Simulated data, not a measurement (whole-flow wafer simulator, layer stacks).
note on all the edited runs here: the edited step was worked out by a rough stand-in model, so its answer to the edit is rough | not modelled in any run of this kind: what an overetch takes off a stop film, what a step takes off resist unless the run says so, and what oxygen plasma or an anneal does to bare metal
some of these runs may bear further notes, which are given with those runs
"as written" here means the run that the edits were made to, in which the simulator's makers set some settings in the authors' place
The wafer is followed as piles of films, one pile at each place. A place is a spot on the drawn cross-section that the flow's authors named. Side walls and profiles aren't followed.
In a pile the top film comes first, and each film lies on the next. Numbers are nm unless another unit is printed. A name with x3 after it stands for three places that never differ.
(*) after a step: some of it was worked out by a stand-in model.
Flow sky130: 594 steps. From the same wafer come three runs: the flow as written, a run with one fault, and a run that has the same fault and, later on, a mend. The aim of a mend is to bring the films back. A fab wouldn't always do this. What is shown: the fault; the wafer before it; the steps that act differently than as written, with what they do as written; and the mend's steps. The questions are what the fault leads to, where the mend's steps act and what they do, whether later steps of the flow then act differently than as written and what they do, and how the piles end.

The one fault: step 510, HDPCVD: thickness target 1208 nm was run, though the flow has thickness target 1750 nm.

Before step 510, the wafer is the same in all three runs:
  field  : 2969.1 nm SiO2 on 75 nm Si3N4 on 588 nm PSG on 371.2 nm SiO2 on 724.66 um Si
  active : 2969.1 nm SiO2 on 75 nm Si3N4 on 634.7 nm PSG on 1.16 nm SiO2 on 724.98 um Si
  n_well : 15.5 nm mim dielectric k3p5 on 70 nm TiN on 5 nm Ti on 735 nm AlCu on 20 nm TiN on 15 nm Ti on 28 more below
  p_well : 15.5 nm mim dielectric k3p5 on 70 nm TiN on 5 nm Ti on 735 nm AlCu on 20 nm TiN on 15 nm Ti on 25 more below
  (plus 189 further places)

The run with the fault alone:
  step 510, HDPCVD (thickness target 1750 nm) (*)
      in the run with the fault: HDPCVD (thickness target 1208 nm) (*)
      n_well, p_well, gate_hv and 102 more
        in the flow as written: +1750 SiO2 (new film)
        in the run with the fault: +1208 SiO2 (new film)
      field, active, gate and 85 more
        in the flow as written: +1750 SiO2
        in the run with the fault: +1208 SiO2
  Steps later in the flow that act otherwise than as written (22 more steps, not shown, differ only slightly: by at most 2% or 0.5 nm, whichever is larger):
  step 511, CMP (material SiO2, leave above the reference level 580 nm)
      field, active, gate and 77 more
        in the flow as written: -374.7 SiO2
        in the run with the fault: nothing
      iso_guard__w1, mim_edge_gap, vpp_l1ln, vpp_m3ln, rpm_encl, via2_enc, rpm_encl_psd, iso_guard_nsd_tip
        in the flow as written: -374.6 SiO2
        in the run with the fault: nothing
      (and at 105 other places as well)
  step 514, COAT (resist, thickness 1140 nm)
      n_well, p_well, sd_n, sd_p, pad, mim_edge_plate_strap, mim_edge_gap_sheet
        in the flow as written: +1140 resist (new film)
        in the run with the fault: +973.7 resist (new film)
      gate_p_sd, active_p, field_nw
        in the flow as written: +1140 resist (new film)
        in the run with the fault: +1165.6 resist (new film)
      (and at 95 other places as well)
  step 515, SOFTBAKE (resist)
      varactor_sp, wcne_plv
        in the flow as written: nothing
        in the run with the fault: -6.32 resist
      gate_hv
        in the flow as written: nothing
        in the run with the fault: -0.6 resist
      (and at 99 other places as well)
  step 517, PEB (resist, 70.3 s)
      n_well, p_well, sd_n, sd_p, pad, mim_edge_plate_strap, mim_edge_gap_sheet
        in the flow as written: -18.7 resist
        in the run with the fault: -15.3 resist
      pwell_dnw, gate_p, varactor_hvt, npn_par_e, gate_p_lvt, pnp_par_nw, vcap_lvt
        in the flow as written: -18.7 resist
        in the run with the fault: -16.9 resist
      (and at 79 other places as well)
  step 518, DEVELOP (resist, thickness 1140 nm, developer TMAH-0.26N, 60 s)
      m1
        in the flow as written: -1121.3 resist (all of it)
        in the run with the fault: -1011.5 resist (all of it)
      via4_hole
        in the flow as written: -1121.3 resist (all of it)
        in the run with the fault: -994.6 resist (all of it)
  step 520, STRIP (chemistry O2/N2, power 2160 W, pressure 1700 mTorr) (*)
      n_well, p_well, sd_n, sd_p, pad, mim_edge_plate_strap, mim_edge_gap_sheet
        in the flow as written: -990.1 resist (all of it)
        in the run with the fault: -827.1 resist (all of it)
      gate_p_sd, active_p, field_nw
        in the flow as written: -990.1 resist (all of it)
        in the run with the fault: -1014.8 resist (all of it)
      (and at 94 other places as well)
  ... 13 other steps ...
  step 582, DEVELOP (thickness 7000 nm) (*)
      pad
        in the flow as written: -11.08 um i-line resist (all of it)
        in the run with the fault: -11.1 um i-line resist (all of it)
  The piles end different from the flow's at field, active, gate and 86 more by more than 2% or 0.5 nm, whichever is larger.
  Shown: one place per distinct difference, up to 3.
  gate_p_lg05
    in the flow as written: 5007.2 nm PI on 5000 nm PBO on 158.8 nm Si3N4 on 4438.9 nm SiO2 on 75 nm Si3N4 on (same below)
    in the run with the fault: 5005.1 nm PI on 5000 nm PBO on 158.8 nm Si3N4 on 125.2 nm SiO2 on 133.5 nm W on 20 nm TiN on 4177.1 nm SiO2 on 75 nm Si3N4 on (same below)
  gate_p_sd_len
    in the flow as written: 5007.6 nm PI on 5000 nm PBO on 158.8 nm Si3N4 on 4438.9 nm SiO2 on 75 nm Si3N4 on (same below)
    in the run with the fault: 5005.1 nm PI on 5000 nm PBO on 158.8 nm Si3N4 on 125.2 nm SiO2 on 133.5 nm W on 20 nm TiN on 4177.1 nm SiO2 on 75 nm Si3N4 on (same below)
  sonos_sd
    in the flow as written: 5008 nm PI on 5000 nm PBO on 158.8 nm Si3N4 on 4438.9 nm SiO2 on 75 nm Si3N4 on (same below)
    in the run with the fault: 5001.8 nm PI on 5000 nm PBO on 158.8 nm Si3N4 on 125.2 nm SiO2 on 133.5 nm W on 20 nm TiN on 4177.1 nm SiO2 on 75 nm Si3N4 on (same below)

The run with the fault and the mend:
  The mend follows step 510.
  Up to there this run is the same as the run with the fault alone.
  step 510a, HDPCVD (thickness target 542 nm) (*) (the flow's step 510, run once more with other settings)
      field, active, n_well and 190 more
        +542 SiO2
  None of the later steps of the flow acts differently than as written at any place that is followed.
  At every place that both follow, the piles at the end match the flow's.
